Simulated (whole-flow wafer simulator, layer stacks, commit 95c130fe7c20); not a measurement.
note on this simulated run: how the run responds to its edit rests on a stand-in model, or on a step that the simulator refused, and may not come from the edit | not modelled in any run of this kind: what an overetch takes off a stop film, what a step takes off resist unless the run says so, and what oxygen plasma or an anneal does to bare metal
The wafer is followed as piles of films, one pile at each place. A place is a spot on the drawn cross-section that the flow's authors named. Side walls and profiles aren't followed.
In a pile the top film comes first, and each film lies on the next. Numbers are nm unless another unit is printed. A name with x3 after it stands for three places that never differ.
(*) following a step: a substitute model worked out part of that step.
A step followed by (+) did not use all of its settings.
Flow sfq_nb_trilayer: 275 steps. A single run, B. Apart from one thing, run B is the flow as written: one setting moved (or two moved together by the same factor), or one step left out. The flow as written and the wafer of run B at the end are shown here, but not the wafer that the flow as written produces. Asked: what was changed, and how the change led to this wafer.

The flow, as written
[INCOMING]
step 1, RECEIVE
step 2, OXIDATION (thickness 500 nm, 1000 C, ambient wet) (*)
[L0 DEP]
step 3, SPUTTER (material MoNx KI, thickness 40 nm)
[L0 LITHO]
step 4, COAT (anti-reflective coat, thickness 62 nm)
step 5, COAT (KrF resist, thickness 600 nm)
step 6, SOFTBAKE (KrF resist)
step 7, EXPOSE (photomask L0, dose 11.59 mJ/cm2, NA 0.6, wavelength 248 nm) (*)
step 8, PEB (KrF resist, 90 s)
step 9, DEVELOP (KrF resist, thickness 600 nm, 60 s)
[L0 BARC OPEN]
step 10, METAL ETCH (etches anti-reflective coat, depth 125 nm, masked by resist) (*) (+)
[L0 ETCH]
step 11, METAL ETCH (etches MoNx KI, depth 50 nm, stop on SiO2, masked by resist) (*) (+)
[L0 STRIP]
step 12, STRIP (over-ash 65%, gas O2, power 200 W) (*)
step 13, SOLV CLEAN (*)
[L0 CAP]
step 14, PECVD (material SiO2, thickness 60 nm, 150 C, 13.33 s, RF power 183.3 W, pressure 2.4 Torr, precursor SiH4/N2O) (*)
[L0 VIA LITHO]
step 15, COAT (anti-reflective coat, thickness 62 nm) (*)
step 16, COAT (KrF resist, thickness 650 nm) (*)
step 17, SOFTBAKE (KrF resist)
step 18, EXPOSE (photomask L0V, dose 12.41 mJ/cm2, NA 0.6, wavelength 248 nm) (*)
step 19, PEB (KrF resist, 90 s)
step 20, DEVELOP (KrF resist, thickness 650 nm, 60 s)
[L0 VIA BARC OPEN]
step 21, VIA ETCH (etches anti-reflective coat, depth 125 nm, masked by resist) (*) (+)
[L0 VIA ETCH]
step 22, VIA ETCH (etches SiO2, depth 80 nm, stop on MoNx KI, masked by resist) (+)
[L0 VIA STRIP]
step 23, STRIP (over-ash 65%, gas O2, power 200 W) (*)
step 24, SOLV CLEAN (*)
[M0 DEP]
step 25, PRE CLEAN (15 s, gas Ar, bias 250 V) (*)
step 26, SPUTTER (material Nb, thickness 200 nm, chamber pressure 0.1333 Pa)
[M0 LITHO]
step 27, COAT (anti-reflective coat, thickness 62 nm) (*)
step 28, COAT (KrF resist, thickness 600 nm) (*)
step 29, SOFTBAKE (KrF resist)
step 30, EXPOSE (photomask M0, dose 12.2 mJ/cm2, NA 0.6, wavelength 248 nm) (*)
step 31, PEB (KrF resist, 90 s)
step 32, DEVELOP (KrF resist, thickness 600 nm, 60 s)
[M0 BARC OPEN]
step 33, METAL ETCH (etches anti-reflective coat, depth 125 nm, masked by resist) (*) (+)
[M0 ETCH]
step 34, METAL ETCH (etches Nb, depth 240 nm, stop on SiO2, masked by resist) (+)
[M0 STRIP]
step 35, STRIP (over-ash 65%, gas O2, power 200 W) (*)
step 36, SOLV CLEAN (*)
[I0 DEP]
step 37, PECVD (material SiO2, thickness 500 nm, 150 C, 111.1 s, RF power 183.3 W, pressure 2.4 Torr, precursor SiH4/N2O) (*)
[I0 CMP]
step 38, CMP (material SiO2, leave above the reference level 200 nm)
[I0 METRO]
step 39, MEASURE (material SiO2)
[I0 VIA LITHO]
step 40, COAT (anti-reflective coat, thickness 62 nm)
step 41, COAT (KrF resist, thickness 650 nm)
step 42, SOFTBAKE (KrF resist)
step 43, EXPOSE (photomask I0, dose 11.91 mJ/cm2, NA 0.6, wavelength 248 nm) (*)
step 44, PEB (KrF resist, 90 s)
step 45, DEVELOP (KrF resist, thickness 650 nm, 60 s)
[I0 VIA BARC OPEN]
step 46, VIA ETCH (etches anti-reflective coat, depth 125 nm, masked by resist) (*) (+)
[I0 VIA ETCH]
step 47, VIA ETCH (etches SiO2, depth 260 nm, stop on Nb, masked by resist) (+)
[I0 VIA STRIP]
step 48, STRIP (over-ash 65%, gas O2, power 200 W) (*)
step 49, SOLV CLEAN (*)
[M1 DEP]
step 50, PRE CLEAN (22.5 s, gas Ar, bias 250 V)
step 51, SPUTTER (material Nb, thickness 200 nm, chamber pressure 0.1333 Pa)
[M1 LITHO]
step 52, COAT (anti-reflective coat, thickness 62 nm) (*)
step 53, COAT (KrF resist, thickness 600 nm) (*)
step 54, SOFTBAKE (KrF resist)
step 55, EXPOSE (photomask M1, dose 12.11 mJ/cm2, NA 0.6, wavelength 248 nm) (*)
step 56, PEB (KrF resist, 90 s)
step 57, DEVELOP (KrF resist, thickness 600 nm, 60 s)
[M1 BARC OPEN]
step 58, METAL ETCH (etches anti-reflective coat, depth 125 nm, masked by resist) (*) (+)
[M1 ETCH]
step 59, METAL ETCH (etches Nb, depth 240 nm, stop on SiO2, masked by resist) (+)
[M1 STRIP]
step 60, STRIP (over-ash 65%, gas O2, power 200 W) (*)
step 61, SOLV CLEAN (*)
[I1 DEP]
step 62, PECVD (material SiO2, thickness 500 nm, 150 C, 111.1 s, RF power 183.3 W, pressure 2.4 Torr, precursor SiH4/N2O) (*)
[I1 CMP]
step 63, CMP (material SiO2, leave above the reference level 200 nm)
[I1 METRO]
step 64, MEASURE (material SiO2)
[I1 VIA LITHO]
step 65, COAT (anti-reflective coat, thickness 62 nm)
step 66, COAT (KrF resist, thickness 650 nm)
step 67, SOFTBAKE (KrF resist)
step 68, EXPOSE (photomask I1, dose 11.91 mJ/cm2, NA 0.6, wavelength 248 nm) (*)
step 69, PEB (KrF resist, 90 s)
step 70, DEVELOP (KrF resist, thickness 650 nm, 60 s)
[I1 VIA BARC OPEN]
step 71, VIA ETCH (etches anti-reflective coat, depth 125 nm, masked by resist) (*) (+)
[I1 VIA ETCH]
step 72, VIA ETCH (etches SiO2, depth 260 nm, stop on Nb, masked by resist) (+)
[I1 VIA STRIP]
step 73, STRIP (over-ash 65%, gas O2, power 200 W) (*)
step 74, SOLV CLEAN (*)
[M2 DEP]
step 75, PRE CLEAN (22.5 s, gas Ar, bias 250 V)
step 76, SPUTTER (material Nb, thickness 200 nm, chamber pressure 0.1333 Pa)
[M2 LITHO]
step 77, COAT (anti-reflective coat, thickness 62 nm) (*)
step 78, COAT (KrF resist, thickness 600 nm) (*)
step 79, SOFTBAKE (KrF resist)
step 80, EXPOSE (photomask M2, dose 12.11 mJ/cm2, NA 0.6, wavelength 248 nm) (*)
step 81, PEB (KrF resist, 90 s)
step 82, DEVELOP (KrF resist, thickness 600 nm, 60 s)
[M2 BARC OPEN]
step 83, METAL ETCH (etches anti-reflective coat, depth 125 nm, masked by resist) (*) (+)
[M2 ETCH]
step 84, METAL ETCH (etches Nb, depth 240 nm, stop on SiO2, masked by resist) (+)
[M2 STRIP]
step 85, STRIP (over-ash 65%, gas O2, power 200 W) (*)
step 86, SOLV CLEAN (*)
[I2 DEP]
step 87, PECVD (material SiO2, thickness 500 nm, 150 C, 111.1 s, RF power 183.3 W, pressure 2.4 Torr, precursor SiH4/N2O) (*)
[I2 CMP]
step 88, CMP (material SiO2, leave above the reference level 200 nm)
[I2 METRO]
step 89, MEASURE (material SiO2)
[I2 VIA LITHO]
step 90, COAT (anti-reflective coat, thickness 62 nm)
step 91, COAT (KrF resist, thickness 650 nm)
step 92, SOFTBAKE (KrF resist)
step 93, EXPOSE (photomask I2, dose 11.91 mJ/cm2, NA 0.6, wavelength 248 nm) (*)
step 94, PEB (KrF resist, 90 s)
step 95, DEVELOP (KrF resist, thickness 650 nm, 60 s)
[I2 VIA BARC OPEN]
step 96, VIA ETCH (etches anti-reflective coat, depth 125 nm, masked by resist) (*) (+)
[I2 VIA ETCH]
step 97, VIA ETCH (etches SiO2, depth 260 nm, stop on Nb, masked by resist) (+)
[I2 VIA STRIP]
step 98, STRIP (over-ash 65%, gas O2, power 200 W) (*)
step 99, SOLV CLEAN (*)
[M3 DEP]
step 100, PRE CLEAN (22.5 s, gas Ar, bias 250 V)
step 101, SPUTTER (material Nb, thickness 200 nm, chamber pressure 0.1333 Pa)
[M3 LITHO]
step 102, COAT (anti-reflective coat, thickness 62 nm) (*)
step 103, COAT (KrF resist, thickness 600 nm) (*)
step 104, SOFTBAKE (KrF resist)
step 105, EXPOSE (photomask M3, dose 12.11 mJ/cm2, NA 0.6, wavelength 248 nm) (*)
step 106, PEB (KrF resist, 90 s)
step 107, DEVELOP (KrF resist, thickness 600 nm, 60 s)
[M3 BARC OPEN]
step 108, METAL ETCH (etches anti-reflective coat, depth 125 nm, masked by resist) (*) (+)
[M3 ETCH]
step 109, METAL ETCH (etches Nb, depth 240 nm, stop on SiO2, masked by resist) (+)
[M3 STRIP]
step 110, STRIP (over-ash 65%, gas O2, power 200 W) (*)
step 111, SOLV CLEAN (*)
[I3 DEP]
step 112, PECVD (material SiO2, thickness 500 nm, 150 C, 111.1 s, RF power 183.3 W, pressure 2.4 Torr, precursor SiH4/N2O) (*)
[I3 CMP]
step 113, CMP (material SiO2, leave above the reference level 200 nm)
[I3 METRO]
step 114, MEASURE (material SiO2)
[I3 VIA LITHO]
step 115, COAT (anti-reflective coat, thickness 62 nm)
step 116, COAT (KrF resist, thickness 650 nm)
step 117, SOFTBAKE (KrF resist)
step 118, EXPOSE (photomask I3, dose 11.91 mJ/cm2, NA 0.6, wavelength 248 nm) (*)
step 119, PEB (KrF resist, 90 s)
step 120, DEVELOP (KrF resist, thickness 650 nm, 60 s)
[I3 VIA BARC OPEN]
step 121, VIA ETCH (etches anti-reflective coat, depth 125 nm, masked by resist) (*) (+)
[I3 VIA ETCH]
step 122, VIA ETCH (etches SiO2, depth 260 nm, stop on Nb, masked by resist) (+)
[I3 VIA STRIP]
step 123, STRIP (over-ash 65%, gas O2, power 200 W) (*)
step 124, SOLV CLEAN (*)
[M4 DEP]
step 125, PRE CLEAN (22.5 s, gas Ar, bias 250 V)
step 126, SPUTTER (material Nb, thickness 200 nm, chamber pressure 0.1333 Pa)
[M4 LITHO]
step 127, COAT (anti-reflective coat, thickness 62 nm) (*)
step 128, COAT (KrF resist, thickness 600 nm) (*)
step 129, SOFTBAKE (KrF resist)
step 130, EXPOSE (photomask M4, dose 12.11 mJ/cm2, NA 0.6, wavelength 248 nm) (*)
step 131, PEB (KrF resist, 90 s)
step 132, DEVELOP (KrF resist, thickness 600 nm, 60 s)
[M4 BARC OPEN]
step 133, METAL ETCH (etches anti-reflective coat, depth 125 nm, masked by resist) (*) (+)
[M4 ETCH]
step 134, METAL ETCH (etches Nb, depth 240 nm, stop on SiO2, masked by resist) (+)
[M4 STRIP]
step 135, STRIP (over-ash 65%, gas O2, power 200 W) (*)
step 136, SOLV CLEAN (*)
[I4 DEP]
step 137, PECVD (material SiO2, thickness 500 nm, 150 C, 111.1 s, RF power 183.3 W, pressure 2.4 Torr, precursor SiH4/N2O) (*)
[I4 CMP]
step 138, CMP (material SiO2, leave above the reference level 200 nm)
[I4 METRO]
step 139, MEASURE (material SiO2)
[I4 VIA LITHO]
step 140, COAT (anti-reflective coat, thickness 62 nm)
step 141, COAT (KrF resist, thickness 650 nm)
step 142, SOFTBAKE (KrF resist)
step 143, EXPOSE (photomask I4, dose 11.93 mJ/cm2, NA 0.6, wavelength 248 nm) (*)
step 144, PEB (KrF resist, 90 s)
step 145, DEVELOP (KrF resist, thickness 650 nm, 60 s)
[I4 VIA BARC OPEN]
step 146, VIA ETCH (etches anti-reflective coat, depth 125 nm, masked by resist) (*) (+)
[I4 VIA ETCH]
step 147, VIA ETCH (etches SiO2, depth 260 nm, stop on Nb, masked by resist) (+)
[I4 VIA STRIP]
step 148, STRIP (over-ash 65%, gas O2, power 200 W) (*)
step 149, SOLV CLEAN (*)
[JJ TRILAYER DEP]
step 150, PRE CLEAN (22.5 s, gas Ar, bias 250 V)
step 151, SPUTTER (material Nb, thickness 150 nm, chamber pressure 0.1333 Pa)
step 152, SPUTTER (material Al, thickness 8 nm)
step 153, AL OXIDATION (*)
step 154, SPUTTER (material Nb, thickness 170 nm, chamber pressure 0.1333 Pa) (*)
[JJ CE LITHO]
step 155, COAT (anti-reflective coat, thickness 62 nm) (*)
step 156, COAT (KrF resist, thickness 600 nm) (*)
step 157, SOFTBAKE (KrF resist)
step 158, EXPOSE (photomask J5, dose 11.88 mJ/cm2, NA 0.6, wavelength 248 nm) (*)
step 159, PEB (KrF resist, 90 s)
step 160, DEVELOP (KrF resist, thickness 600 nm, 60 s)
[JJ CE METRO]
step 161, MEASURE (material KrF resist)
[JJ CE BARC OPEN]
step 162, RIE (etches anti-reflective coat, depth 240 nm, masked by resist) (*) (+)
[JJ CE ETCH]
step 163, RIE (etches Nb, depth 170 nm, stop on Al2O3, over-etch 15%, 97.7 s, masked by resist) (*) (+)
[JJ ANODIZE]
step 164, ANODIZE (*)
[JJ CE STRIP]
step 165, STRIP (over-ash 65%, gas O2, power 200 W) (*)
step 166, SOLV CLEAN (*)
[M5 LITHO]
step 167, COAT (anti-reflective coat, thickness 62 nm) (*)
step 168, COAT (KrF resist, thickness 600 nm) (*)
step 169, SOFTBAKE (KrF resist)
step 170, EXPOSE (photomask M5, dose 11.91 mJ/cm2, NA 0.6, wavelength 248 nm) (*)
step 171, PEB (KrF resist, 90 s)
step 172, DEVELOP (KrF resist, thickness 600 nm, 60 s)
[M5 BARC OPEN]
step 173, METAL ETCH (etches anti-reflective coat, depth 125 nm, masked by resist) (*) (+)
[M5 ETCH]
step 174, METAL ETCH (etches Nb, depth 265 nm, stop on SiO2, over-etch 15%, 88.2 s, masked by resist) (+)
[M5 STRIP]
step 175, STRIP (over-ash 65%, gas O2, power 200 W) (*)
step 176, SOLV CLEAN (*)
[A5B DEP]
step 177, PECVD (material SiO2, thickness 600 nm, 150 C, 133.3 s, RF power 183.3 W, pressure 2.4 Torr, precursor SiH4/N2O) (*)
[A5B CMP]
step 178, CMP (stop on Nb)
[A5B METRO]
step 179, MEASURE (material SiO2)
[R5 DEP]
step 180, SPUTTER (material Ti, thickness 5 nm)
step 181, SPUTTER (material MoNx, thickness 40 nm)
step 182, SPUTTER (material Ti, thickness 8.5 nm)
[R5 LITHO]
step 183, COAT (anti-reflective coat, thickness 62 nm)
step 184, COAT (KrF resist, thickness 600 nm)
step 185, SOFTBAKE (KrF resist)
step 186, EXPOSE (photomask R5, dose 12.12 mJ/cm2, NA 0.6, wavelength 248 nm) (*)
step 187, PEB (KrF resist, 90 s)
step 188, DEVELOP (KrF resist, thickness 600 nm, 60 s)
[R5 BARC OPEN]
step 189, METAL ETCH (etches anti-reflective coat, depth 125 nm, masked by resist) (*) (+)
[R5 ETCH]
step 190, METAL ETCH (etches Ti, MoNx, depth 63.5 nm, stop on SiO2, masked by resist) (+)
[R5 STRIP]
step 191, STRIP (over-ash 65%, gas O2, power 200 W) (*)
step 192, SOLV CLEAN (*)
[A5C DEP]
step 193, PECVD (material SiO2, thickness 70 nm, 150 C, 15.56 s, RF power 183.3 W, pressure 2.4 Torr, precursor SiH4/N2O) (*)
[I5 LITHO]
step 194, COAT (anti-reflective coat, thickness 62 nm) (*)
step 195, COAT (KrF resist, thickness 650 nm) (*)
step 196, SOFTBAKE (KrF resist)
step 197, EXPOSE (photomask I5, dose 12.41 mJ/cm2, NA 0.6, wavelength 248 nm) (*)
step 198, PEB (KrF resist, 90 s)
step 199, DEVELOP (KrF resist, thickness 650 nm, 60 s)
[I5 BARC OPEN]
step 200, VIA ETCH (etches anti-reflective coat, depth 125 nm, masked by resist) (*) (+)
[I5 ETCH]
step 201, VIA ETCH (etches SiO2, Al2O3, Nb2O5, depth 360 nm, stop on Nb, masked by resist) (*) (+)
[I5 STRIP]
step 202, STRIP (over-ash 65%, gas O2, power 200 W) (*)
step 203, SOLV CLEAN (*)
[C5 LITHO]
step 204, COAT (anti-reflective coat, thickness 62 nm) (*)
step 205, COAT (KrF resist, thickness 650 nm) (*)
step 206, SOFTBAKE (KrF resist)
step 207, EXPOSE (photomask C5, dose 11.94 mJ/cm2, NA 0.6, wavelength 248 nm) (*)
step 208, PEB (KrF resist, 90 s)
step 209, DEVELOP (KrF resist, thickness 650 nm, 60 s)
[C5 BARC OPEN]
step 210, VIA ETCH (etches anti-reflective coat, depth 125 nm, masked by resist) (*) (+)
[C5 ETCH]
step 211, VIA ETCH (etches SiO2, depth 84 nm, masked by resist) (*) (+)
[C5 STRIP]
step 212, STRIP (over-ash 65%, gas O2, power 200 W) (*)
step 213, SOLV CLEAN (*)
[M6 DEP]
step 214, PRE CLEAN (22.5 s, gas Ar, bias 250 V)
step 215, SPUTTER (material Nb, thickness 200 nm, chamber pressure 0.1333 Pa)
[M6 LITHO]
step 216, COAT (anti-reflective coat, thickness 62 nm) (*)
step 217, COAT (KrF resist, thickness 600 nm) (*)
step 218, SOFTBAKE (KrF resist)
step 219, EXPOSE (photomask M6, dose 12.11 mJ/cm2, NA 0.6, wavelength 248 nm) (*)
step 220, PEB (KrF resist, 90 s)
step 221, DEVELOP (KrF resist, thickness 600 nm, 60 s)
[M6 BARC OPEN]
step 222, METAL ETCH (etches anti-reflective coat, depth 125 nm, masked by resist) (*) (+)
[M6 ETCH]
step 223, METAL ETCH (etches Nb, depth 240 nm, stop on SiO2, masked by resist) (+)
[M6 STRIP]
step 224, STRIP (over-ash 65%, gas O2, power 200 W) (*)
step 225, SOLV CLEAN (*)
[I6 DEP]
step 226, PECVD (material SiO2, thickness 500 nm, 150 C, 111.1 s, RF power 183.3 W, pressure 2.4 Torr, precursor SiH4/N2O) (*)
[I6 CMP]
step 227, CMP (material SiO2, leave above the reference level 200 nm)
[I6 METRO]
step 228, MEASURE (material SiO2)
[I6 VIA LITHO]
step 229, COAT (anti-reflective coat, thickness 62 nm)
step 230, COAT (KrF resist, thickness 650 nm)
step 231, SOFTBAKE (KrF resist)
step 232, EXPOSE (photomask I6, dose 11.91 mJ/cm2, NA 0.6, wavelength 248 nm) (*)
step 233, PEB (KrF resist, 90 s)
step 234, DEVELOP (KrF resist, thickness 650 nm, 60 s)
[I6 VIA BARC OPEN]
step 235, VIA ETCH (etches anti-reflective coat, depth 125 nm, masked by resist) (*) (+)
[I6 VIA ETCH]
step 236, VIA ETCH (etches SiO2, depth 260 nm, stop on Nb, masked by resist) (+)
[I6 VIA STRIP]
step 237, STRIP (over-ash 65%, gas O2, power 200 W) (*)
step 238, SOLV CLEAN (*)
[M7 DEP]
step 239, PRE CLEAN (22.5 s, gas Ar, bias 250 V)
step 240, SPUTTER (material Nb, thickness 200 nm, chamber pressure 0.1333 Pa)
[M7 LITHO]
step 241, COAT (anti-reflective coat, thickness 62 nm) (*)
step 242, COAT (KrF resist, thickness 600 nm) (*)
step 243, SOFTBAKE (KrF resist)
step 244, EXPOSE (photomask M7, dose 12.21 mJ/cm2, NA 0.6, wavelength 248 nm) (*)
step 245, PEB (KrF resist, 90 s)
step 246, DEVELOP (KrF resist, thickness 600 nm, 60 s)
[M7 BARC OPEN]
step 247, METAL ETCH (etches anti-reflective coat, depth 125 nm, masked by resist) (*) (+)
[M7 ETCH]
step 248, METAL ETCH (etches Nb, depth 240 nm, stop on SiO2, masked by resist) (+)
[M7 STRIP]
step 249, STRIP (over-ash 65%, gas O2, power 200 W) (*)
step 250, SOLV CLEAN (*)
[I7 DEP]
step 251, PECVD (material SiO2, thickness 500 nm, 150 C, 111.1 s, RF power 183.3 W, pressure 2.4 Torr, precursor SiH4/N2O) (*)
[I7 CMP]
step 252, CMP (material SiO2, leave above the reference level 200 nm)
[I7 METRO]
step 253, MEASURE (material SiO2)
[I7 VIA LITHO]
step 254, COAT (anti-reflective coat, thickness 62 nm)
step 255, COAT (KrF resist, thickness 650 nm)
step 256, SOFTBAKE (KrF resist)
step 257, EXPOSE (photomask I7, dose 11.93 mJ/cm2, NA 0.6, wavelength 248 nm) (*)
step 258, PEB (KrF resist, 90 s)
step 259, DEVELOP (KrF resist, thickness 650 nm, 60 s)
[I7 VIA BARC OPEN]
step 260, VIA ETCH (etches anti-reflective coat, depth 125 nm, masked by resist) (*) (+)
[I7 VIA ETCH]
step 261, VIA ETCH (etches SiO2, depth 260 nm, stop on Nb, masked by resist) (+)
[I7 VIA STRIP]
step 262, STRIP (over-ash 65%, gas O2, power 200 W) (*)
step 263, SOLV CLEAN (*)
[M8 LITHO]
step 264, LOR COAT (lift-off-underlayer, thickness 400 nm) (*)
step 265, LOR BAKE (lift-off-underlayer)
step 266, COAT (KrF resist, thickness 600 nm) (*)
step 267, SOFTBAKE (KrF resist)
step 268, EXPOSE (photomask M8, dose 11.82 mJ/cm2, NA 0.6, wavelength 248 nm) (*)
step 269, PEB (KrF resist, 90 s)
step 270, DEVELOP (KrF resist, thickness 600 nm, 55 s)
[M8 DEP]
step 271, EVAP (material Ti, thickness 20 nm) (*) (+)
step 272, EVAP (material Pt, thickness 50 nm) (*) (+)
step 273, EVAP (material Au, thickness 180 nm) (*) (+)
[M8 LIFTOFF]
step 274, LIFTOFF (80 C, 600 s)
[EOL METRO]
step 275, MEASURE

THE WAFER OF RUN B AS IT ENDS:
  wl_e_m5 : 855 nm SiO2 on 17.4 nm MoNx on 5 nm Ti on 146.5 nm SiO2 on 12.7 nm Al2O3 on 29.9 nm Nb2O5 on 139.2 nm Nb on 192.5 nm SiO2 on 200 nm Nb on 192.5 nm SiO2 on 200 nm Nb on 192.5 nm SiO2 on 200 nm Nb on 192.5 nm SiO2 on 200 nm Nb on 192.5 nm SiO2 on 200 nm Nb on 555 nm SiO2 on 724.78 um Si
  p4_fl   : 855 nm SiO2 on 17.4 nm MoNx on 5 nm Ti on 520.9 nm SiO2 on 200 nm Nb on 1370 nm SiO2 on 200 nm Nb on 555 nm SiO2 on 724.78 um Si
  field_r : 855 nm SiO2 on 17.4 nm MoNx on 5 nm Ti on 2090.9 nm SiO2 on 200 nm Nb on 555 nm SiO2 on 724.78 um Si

What caused this: step 190, METAL ETCH: depth 31.1 nm was run, though the flow has depth 63.5 nm.

The path from the change to this, step by step:
  step 190, METAL ETCH (etches Ti, MoNx, depth 63.5 nm, stop on SiO2, masked by resist) (+)
      field_l, v_sur, via_wl and 92 more: Ti loses 8.5 (all of it), MoNx loses 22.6 (as written it would have been: Ti loses 8.5 (all of it), MoNx loses 40 (all of it), Ti loses 5 (all of it))
      ce_l, c5j, ce_r, wl_jj: Ti loses 8.5 (all of it), MoNx loses 22.6 (as written it would have been: Ti loses 8.5 (all of it), MoNx loses 40 (all of it), Ti loses 5 (all of it), Nb loses 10)
      (and at 7 other places as well)
  step 191, STRIP (over-ash 65%, gas O2, power 200 W) (*)
      be_r, r_sur, res, r_end, r5r_line_l, r5r_line_c, r5r_line_r: KrF resist loses 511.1 (all of it), anti-reflective coat loses 62 (all of it) (as written it would have been: KrF resist loses 498.2 (all of it), anti-reflective coat loses 62 (all of it))
  step 193, PECVD (material SiO2, thickness 70 nm, 150 C, 15.56 s, RF power 183.3 W, pressure 2.4 Torr, precursor SiH4/N2O) (*)
      field_l, v_sur, via_wl and 92 more: SiO2 gains 70 (new film) (as written it would have been: SiO2 gains 70)
  step 194, COAT (anti-reflective coat, thickness 62 nm) (*)
      wl_j_sl, wl_j_sr: anti-reflective coat gains 62 (new film) (as written it would have been: anti-reflective coat gains 60.2 (new film))
      r5r_spacepad_l, r5r_spacepad_r: anti-reflective coat gains 74.8 (new film) (as written it would have been: anti-reflective coat gains 84.4 (new film))
      (and at 15 other places as well)
  step 201, VIA ETCH (etches SiO2, Al2O3, Nb2O5, depth 360 nm, stop on Nb, masked by resist) (*) (+)
      be: SiO2 loses 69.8 (all of it), MoNx loses 17.4 (all of it), Ti loses 5 (all of it), SiO2 loses 146.5 (all of it), Al2O3 loses 12.7 (all of it), Nb2O5 loses 29.9 (all of it) (as written it would have been: SiO2 loses 216.4 (all of it), Al2O3 loses 12.7 (all of it), Nb2O5 loses 29.9 (all of it))
  step 202, STRIP (over-ash 65%, gas O2, power 200 W) (*)
      wl_j_sl, wl_j_sr: KrF resist loses 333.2 (all of it), anti-reflective coat loses 62 (all of it) (as written it would have been: KrF resist loses 333.3 (all of it), anti-reflective coat loses 60.2 (all of it))
      r5r_spacepad_l, r5r_spacepad_r: KrF resist loses 334.7 (all of it), anti-reflective coat loses 74.8 (all of it) (as written it would have been: KrF resist loses 335.6 (all of it), anti-reflective coat loses 84.4 (all of it))
      (and at 15 other places as well)
  step 204, COAT (anti-reflective coat, thickness 62 nm) (*)
      wl_j_sl, wl_j_sr: anti-reflective coat gains 62 (new film) (as written it would have been: anti-reflective coat gains 60.2 (new film))
      r5r_spacepad_l, r5r_spacepad_r: anti-reflective coat gains 74.8 (new film) (as written it would have been: anti-reflective coat gains 84.4 (new film))
      (and at 17 other places as well)
  step 210, VIA ETCH (etches anti-reflective coat, depth 125 nm, masked by resist) (*) (+)
      field_l, v_sur, via_wl and 101 more: KrF resist loses 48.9 (as written it would have been: KrF resist loses 47.4)
      c5j: anti-reflective coat loses 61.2 (all of it), SiO2 loses 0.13 (as written it would have been: anti-reflective coat loses 63.9 (all of it), SiO2 loses 0.11)
      (and at 1 other place as well)
  step 211, VIA ETCH (etches SiO2, depth 84 nm, masked by resist) (*) (+)
      c5j: SiO2 loses 69.9 (all of it) (as written it would have been: SiO2 loses 69.9 (all of it), Nb loses 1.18)
  step 212, STRIP (over-ash 65%, gas O2, power 200 W) (*)
      wl_j_sl, wl_j_sr: KrF resist loses 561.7 (all of it), anti-reflective coat loses 62 (all of it) (as written it would have been: KrF resist loses 563.4 (all of it), anti-reflective coat loses 60.2 (all of it))
      r5r_spacepad_l, r5r_spacepad_r: KrF resist loses 563.1 (all of it), anti-reflective coat loses 74.8 (all of it) (as written it would have been: KrF resist loses 565.8 (all of it), anti-reflective coat loses 84.4 (all of it))
      (and at 15 other places as well)
  step 214, PRE CLEAN (22.5 s, gas Ar, bias 250 V)
      c5j: MoNx loses 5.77 (as written it would have been: Nb loses 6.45)
  step 215, SPUTTER (material Nb, thickness 200 nm, chamber pressure 0.1333 Pa)
      c5j: Nb gains 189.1 (new film) (as written it would have been: Nb gains 188.4)
      be: Nb gains 142.4 (as written it would have been: Nb gains 147.3)
  step 216, COAT (anti-reflective coat, thickness 62 nm) (*)
      r5r_line_l, r5r_line_c, r5r_line_r: anti-reflective coat gains 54 (new film) (as written it would have been: anti-reflective coat gains 50 (new film))
      wl_j_sl, wl_j_sr: anti-reflective coat gains 62 (new film) (as written it would have been: anti-reflective coat gains 60.2 (new film))
      (and at 17 other places as well)
  step 217, COAT (KrF resist, thickness 600 nm) (*)
      be: KrF resist gains 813 (new film) (as written it would have been: KrF resist gains 793.9 (new film))
  step 222, METAL ETCH (etches anti-reflective coat, depth 125 nm, masked by resist) (*) (+)
      r5r_line_l, r5r_line_c, r5r_line_r: anti-reflective coat loses 54 (all of it) (as written it would have been: anti-reflective coat loses 50 (all of it))
      r5r_spacepad_l, r5r_spacepad_r: anti-reflective coat loses 75.1 (all of it) (as written it would have been: anti-reflective coat loses 85.7 (all of it))
      (and at 2 other places as well)
  step 224, STRIP (over-ash 65%, gas O2, power 200 W) (*)
      wl_j_sl, wl_j_sr: KrF resist loses 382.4 (all of it), anti-reflective coat loses 62 (all of it) (as written it would have been: KrF resist loses 382.5 (all of it), anti-reflective coat loses 60.2 (all of it))
      wire: KrF resist loses 367.9 (all of it), anti-reflective coat loses 47.2 (all of it) (as written it would have been: KrF resist loses 369.8 (all of it), anti-reflective coat loses 48.3 (all of it))
      (and at 12 other places as well)
  ... and 1 more step ...
  step 227, CMP (material SiO2, leave above the reference level 200 nm)
      ce_l, ce_r, wl_jj: SiO2 loses 300 (as written it would have been: SiO2 loses 290)
      be_r, r_sur, r_end: SiO2 loses 331.1 (as written it would have been: SiO2 loses 353.5)
      (and at 7 other places as well)
With metal films that touch counted as one body, wl_e_m5 has 7 bodies (between them, from the top down: SiO2 146.5 / Al2O3 12.7 / Nb2O5 29.9; SiO2 192.5; SiO2 192.5; SiO2 192.5; SiO2 192.5; SiO2 192.5); the flow as written gives 6 bodies (between them, from the top down: SiO2 192.5; SiO2 192.5; SiO2 192.5; SiO2 192.5; SiO2 192.5).
With metal films that touch counted as one body, p4_fl has 3 bodies (between them, from the top down: SiO2 520.9; SiO2 1370); the flow as written gives 2 bodies (between them, from the top down: SiO2 1370).
With metal films that touch counted as one body, field_r has 2 bodies (between them, from the top down: SiO2 2090.9); the flow as written gives 1 body.
